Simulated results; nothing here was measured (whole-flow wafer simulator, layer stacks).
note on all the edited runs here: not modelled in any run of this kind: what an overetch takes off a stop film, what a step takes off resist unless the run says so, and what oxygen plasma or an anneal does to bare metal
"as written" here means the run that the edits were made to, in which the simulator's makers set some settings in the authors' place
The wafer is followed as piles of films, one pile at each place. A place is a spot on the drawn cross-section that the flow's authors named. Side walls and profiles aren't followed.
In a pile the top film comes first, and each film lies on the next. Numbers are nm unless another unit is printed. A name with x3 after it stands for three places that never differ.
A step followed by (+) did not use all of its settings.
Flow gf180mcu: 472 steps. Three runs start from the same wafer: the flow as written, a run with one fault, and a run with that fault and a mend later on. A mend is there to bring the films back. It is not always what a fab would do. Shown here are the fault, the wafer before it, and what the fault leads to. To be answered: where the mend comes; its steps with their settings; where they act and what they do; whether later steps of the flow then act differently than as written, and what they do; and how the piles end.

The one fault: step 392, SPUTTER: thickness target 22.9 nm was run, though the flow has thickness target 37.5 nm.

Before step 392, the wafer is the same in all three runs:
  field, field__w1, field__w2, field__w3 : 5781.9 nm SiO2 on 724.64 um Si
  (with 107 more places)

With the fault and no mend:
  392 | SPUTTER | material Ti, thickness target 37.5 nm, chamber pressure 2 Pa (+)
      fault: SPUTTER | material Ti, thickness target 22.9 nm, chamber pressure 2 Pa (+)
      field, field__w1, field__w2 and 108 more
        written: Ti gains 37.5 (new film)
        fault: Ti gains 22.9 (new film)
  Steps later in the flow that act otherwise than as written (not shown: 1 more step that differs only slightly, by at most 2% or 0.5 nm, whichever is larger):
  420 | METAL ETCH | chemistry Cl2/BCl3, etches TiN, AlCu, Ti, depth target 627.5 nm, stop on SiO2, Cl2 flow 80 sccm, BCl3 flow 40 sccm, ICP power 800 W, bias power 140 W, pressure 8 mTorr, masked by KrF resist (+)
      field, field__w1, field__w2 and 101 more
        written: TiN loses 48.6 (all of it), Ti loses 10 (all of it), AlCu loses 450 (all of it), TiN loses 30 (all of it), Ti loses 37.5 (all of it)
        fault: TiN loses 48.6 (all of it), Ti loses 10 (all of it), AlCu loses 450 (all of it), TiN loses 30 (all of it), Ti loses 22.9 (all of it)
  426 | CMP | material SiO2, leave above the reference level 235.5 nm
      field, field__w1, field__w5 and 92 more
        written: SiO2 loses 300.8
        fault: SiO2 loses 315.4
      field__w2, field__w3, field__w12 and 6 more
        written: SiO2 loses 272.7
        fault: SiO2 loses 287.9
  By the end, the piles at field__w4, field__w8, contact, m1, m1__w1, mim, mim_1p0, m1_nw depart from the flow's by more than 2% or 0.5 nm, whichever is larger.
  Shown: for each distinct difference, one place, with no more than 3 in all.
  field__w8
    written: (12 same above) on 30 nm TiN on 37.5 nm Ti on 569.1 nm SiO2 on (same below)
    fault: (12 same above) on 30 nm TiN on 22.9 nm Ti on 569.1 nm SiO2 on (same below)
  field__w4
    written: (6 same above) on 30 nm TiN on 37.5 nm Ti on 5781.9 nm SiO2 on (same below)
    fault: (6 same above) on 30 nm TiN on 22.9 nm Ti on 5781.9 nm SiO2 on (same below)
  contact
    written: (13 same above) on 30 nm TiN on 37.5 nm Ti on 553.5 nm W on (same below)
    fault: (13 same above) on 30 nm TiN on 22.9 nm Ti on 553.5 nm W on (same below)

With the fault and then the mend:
  The mend stands after step 392.
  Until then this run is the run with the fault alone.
  392a | SPUTTER | material Ti, thickness target 14.6 nm, chamber pressure 2 Pa (+) (a further turn of the flow's step 392, with different settings)
      field, field__w1, field__w2 and 108 more
        Ti gains 14.6
  Every later step of the flow that is run acts as written at every place that is followed.
  The piles end the same as the flow's at every place that both follow.
